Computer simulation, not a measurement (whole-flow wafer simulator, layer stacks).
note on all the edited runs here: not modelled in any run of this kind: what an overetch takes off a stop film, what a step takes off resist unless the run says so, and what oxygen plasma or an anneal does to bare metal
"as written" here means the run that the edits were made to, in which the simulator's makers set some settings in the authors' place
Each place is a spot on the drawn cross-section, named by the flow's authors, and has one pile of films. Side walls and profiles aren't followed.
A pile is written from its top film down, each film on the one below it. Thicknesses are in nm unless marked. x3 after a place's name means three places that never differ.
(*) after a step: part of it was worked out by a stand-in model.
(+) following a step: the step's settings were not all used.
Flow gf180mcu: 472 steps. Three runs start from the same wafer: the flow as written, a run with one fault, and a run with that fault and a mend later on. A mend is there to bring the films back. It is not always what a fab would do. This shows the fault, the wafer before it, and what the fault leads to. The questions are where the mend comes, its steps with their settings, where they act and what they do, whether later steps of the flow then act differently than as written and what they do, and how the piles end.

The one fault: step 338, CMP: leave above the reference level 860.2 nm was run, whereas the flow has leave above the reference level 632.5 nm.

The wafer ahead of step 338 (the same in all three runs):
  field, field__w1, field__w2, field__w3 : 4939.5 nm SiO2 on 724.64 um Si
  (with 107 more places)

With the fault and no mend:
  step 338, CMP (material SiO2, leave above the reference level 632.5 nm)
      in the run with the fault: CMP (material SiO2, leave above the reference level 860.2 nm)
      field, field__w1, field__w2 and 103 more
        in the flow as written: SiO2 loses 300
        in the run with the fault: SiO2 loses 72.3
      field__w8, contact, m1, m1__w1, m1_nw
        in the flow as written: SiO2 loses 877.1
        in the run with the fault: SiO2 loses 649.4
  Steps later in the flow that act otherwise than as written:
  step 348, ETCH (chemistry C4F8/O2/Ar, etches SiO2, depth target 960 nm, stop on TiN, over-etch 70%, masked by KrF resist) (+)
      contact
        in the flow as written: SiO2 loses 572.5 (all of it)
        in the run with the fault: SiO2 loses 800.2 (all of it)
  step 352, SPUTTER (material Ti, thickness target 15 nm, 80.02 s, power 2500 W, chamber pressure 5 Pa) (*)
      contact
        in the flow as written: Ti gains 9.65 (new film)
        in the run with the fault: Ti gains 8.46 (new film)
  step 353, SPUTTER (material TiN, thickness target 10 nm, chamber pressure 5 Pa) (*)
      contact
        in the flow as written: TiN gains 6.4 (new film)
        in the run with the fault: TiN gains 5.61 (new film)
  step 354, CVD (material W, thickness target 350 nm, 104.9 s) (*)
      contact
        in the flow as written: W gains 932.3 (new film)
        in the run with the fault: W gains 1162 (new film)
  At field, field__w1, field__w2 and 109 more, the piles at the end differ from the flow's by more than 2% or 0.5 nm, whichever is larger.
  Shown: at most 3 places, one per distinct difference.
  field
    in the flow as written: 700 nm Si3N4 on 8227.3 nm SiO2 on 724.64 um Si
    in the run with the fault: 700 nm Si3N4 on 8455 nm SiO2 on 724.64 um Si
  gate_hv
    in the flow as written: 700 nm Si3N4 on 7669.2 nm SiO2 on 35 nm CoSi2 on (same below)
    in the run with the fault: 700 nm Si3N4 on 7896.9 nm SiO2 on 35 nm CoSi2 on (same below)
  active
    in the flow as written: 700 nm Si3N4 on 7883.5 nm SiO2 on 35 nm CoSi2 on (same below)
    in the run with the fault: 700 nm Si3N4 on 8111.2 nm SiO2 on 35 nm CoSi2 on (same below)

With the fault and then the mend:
  The mend follows step 338.
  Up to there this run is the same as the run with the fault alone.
  step 338a, CMP (material SiO2, leave above the reference level 632.5 nm) (the flow's step 338 again)
      field, field__w1, field__w2 and 108 more
        SiO2 loses 227.7
  Every later step of the flow that is run acts as written at every place that is followed.
  At every place that both follow, the piles at the end match the flow's.
